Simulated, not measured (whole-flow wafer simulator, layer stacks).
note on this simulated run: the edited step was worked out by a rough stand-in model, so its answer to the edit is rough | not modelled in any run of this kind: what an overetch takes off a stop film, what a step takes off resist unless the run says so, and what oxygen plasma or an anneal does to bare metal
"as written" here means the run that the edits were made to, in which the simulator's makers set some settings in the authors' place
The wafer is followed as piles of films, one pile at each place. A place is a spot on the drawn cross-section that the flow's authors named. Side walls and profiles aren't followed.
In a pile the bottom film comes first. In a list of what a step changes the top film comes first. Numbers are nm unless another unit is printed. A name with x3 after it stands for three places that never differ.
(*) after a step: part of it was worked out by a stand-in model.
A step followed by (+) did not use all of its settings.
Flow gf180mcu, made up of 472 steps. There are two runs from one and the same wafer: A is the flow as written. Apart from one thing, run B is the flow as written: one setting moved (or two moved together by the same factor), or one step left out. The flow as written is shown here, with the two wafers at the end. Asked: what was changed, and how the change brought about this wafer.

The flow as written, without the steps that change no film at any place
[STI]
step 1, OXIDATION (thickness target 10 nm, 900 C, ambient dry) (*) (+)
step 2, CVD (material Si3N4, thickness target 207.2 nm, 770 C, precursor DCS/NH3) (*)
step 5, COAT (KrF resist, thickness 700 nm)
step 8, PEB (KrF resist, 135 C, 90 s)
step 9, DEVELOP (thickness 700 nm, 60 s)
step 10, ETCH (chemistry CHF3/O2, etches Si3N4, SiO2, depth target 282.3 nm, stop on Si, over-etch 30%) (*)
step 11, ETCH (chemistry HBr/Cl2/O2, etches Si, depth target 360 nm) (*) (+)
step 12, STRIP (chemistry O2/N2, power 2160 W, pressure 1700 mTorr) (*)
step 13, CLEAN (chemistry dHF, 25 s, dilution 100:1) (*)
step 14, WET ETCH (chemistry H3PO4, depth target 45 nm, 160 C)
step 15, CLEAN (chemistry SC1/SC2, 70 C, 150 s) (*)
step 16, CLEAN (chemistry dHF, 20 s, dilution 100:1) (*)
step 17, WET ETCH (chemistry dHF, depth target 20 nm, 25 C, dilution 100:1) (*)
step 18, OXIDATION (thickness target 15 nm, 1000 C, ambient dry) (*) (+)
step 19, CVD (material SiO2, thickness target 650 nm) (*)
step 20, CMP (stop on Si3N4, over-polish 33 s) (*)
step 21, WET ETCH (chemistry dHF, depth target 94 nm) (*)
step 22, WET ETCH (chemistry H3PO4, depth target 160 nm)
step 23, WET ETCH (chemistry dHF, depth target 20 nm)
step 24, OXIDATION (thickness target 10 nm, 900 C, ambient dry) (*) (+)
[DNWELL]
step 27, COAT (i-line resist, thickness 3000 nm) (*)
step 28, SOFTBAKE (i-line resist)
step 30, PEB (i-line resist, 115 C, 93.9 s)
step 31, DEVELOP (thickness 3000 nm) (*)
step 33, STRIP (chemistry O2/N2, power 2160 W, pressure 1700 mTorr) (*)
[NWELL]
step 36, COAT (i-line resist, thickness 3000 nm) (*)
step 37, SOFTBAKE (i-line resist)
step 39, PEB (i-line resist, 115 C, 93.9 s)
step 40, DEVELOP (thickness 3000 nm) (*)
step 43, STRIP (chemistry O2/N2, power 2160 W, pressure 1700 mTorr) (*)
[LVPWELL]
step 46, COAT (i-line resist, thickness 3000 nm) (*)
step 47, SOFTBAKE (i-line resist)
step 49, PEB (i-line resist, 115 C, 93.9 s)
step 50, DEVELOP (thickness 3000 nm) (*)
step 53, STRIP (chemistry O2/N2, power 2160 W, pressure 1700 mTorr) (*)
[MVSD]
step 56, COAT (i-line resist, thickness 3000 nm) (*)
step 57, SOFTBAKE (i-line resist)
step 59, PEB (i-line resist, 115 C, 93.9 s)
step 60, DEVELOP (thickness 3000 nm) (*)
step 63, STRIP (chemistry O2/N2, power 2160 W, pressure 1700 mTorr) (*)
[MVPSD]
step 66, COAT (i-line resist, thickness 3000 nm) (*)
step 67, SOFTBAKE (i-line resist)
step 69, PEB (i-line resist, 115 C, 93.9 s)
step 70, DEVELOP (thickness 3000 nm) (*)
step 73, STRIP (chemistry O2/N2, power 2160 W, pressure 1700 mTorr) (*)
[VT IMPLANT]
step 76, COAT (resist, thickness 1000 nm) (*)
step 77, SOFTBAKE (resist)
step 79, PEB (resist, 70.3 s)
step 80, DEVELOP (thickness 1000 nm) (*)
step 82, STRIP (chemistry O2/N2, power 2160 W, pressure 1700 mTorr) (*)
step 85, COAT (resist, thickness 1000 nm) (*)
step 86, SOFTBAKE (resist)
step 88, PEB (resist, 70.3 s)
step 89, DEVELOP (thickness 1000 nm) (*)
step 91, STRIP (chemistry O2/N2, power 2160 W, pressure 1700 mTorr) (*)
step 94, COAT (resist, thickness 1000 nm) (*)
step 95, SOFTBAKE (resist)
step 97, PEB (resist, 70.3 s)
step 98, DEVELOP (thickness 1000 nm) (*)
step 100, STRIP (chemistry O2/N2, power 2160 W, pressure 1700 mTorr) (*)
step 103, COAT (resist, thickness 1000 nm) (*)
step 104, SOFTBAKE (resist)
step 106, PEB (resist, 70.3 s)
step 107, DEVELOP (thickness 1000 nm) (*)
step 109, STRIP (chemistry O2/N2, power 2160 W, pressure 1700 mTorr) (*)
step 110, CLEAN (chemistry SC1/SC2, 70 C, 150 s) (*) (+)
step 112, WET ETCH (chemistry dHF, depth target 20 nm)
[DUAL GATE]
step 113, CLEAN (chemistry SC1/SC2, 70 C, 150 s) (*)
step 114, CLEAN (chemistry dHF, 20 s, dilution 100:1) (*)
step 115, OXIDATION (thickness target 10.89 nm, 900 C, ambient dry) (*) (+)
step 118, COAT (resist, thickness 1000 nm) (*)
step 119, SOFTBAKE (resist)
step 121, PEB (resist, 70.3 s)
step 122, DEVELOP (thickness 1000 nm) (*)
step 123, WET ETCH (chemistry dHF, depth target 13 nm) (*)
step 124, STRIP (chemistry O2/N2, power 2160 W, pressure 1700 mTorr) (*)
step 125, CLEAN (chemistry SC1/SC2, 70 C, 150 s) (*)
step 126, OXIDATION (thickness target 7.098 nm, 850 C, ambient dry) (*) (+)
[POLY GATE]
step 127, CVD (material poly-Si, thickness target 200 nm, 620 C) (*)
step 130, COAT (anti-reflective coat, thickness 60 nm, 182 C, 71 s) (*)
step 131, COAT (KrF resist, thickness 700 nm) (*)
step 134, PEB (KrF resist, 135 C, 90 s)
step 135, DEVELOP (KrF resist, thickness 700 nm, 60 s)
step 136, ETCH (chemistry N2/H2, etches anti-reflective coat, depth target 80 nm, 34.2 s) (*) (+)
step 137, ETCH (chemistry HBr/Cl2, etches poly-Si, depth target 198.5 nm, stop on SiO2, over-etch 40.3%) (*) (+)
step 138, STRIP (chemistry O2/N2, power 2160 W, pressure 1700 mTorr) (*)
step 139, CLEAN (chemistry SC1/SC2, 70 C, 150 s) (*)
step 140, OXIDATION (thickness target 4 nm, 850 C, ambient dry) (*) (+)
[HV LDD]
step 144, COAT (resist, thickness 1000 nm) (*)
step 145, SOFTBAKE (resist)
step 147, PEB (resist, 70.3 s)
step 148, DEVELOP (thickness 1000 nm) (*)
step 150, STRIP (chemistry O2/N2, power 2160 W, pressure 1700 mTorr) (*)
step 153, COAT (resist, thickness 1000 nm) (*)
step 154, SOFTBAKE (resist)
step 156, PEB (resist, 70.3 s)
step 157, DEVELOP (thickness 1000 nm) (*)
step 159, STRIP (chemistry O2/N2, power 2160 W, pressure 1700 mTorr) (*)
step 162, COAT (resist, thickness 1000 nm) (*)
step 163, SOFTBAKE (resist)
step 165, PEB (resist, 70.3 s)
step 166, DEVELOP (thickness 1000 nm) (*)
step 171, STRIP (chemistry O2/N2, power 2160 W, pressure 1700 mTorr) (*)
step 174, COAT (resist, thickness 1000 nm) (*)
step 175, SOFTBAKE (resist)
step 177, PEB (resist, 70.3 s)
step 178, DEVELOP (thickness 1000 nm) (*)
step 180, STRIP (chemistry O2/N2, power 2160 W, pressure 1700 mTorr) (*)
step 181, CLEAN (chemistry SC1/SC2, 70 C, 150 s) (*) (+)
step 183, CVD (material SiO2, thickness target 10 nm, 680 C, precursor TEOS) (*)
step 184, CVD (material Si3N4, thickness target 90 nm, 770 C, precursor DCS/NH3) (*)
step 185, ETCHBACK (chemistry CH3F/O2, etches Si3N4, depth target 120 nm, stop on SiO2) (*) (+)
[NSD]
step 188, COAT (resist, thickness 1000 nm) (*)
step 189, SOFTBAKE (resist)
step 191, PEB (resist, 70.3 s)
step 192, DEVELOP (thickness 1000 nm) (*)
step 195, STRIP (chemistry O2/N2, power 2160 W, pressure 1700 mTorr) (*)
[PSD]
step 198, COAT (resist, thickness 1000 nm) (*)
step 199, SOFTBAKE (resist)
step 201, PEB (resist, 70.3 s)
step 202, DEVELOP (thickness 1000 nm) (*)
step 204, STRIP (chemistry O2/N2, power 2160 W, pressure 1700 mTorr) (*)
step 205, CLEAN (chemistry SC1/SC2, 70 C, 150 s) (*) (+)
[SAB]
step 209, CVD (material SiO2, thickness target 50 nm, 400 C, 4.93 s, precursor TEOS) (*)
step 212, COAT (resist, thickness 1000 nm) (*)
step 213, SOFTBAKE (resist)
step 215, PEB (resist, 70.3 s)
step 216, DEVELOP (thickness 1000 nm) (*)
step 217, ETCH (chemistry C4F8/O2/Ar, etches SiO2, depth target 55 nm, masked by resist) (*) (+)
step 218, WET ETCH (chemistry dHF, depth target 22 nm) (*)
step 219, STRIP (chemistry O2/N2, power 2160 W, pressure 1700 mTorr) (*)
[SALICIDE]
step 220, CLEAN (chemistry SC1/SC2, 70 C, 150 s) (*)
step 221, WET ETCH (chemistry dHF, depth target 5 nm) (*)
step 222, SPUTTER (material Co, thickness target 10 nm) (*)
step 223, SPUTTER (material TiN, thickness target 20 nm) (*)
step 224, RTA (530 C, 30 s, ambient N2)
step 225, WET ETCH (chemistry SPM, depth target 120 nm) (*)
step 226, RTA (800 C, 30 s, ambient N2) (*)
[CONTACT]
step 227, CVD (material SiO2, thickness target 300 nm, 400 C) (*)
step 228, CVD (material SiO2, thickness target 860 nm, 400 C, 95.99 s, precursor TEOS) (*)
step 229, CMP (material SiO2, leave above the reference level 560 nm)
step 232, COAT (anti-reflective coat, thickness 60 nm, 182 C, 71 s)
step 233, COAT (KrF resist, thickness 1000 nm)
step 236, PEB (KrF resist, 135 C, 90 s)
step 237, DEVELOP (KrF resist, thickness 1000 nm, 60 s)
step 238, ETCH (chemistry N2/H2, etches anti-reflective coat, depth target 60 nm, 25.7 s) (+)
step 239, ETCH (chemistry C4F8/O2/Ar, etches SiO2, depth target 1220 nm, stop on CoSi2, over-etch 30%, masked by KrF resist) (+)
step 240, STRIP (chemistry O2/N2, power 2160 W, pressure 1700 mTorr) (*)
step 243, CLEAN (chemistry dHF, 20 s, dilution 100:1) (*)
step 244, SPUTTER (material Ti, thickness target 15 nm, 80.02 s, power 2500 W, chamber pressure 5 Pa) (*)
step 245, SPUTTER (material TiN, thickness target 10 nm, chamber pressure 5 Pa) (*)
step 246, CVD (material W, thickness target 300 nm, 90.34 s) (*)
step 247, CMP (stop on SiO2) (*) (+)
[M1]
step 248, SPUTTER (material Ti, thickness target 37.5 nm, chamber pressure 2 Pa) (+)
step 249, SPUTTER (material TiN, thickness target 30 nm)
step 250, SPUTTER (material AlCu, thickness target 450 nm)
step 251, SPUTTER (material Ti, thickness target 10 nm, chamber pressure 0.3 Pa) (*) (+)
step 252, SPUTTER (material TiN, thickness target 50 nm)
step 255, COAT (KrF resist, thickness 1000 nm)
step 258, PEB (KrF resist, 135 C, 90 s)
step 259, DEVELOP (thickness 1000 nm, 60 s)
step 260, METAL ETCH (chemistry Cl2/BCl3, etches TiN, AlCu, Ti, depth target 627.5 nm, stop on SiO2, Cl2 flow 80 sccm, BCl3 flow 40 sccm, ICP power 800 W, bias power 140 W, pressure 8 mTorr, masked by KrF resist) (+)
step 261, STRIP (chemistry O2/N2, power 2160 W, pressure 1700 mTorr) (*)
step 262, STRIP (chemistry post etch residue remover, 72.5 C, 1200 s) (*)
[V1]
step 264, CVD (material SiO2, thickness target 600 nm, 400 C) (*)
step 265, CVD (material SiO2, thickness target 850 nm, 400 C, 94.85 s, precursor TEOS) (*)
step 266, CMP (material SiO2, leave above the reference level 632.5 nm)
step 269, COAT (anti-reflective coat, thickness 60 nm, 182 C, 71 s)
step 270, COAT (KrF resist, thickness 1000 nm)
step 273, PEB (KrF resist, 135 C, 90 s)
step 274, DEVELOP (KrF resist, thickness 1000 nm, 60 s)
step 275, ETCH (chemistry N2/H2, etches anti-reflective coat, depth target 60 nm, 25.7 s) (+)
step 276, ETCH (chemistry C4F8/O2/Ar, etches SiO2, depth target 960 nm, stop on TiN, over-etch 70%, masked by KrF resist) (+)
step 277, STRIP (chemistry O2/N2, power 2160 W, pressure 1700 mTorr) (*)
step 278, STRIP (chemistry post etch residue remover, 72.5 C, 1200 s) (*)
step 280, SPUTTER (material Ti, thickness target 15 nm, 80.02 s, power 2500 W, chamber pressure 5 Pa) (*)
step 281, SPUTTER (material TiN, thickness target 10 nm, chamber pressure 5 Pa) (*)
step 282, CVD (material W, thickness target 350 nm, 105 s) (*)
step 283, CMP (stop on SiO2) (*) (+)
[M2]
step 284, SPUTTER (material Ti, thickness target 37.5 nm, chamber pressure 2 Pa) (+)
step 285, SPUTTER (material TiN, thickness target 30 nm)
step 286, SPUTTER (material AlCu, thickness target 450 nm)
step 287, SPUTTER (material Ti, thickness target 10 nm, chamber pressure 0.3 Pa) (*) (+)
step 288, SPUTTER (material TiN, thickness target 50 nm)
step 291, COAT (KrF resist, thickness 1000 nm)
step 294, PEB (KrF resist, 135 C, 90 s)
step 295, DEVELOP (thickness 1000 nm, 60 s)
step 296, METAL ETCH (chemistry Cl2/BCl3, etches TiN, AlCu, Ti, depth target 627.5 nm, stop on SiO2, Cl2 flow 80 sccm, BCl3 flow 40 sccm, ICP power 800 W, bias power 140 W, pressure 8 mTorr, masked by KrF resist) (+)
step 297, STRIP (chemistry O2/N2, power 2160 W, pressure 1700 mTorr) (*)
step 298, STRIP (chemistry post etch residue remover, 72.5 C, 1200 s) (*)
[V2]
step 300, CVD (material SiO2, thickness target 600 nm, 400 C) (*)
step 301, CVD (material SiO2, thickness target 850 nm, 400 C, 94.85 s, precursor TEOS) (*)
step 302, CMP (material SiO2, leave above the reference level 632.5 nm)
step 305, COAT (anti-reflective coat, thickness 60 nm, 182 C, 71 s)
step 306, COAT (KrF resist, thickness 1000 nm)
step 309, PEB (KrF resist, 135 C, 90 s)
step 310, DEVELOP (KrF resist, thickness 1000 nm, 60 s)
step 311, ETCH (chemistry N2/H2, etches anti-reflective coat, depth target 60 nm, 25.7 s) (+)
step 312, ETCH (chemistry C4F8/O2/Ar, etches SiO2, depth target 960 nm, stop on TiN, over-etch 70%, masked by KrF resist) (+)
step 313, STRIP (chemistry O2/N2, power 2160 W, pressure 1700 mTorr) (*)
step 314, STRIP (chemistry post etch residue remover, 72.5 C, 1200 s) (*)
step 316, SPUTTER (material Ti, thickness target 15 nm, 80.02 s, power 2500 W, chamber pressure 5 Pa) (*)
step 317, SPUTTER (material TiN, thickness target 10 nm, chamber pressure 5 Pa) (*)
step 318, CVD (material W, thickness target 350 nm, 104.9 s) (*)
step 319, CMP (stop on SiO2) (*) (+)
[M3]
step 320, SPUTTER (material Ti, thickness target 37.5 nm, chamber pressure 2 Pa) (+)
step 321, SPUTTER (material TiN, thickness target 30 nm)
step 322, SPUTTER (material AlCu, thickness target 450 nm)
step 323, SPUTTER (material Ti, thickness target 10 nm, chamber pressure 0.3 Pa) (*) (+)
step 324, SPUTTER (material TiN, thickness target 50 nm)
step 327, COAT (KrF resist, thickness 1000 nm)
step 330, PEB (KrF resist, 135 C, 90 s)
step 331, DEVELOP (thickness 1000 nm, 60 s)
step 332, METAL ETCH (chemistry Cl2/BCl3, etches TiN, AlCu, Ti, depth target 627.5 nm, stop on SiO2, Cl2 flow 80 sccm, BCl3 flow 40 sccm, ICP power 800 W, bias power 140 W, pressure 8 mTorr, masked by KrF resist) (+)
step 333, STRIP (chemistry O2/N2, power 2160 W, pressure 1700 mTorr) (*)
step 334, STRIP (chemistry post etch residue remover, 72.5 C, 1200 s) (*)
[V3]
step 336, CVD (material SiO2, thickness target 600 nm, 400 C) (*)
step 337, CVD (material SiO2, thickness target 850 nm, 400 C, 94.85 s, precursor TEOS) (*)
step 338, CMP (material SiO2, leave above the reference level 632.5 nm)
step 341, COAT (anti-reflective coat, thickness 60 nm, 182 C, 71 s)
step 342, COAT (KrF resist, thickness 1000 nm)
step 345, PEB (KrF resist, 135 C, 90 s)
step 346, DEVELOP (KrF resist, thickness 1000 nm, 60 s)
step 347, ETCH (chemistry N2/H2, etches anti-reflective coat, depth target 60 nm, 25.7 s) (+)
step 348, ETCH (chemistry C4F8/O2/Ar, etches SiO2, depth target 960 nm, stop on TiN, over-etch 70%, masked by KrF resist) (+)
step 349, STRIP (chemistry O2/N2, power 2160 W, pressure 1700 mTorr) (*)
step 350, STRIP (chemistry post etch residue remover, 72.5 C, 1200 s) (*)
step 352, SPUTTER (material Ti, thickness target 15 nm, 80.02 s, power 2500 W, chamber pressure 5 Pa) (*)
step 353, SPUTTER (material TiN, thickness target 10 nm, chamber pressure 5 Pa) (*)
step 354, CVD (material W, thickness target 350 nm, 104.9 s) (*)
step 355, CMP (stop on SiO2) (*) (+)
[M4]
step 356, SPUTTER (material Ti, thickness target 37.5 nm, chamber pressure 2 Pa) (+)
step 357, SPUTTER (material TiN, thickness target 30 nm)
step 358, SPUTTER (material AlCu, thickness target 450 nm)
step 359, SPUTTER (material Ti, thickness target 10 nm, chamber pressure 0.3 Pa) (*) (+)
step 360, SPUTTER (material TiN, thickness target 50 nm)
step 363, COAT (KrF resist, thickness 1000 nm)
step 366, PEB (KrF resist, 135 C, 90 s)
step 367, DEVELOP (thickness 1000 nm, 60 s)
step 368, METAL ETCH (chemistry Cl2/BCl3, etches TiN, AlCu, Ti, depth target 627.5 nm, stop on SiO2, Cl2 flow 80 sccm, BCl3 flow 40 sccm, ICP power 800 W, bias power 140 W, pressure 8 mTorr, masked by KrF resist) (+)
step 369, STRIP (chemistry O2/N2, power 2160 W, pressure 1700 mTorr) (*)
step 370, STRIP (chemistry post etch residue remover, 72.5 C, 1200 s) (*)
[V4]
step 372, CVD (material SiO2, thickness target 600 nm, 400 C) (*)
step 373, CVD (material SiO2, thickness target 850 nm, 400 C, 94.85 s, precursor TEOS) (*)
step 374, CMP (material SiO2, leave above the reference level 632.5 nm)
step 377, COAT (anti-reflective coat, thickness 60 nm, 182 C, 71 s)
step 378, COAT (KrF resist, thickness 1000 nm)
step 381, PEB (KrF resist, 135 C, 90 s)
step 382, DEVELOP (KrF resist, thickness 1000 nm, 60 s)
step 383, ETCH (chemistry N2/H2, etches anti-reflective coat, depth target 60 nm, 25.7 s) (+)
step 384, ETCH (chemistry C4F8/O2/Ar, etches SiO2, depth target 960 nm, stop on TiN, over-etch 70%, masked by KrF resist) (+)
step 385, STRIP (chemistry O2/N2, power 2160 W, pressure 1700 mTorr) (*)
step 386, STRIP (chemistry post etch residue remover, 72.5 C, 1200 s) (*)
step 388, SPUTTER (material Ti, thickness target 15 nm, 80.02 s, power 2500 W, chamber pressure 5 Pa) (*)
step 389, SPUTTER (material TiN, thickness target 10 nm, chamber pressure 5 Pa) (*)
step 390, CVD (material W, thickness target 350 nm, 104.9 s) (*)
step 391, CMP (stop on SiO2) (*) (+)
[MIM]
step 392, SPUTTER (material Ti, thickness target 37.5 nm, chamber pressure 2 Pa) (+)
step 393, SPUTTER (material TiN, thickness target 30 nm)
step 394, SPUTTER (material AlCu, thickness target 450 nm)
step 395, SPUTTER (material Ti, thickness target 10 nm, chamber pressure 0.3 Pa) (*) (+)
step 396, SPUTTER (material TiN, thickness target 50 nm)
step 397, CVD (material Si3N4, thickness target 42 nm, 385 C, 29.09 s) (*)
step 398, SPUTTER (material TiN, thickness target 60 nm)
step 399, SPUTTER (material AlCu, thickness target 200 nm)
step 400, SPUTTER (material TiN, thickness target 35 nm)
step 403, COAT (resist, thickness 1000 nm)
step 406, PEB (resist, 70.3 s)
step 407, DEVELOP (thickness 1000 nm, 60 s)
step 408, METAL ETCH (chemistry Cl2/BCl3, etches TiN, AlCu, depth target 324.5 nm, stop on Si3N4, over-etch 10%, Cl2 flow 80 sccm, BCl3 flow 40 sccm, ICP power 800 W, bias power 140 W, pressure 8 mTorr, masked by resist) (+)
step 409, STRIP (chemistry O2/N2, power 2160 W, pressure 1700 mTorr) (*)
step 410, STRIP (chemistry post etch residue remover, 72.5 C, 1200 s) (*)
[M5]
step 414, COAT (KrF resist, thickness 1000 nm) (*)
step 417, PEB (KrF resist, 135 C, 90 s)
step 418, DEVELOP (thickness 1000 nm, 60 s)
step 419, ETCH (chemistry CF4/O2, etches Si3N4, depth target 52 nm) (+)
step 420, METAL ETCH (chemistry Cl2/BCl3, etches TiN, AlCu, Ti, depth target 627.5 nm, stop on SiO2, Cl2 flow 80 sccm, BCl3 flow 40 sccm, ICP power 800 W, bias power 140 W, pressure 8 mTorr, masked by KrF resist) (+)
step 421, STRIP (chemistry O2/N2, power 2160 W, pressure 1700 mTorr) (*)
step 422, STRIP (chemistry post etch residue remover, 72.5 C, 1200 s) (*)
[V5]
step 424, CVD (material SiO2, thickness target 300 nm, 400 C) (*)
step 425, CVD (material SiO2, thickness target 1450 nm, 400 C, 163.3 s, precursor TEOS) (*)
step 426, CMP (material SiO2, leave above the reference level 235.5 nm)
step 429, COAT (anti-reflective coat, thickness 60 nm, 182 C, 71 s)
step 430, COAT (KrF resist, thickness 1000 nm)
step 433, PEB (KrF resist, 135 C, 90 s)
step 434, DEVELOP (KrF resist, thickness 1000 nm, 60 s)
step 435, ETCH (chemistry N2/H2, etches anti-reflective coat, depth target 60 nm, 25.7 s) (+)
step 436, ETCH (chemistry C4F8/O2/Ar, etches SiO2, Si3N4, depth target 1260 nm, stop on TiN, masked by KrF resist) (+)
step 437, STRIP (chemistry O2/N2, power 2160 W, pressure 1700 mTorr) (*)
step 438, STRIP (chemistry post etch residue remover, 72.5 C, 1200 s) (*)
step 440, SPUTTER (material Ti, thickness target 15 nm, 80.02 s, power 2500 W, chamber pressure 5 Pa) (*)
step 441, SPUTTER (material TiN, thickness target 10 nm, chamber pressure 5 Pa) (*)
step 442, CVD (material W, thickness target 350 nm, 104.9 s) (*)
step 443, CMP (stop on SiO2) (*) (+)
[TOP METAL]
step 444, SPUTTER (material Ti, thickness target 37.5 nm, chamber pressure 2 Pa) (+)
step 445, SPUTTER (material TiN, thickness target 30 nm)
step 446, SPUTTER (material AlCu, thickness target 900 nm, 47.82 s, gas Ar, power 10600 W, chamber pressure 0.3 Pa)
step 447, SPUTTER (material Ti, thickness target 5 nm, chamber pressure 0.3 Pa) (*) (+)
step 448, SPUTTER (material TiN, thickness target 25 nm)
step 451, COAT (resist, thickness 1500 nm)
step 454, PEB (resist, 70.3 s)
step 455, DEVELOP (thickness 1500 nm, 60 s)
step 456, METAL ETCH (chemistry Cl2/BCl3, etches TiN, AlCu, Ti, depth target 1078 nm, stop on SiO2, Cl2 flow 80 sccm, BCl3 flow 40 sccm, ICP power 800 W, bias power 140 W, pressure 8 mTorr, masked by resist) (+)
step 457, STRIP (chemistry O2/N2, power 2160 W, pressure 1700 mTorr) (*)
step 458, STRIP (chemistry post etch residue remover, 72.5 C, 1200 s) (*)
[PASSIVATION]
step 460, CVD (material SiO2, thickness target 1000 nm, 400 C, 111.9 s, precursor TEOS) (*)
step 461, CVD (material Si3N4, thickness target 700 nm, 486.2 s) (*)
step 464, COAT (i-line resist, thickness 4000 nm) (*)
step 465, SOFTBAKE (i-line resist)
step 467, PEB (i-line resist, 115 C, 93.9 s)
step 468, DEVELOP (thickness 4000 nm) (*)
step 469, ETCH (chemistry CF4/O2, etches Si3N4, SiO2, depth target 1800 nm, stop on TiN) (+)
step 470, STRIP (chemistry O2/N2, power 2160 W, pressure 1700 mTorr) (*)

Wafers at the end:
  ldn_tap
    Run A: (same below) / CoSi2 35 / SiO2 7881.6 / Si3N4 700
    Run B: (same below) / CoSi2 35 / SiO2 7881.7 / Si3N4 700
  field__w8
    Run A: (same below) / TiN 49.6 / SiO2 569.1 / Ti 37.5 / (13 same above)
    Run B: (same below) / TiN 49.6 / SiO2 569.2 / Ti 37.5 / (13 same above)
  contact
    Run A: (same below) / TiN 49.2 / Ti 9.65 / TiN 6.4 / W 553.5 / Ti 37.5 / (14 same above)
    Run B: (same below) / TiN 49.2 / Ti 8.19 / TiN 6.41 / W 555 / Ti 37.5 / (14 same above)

What caused this: step 388, SPUTTER: 68.02 s was run, though the flow has 80.02 s.

The path from the change to this, step by step:
  step 388, SPUTTER (material Ti, thickness target 15 nm, 80.02 s, power 2500 W, chamber pressure 5 Pa) (*)
      field, field__w1, field__w2 and 107 more: A +15 Ti (new film) | B +12.7 Ti (new film)
      contact: A +9.65 Ti (new film) | B +8.19 Ti (new film)
  step 391, CMP (stop on SiO2) (*) (+)
      field, field__w1, field__w2 and 107 more: A -350 W (all of it), -10 TiN (all of it), -15 Ti (all of it), -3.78 SiO2 | B -350 W (all of it), -10 TiN (all of it), -12.7 Ti (all of it), -3.76 SiO2
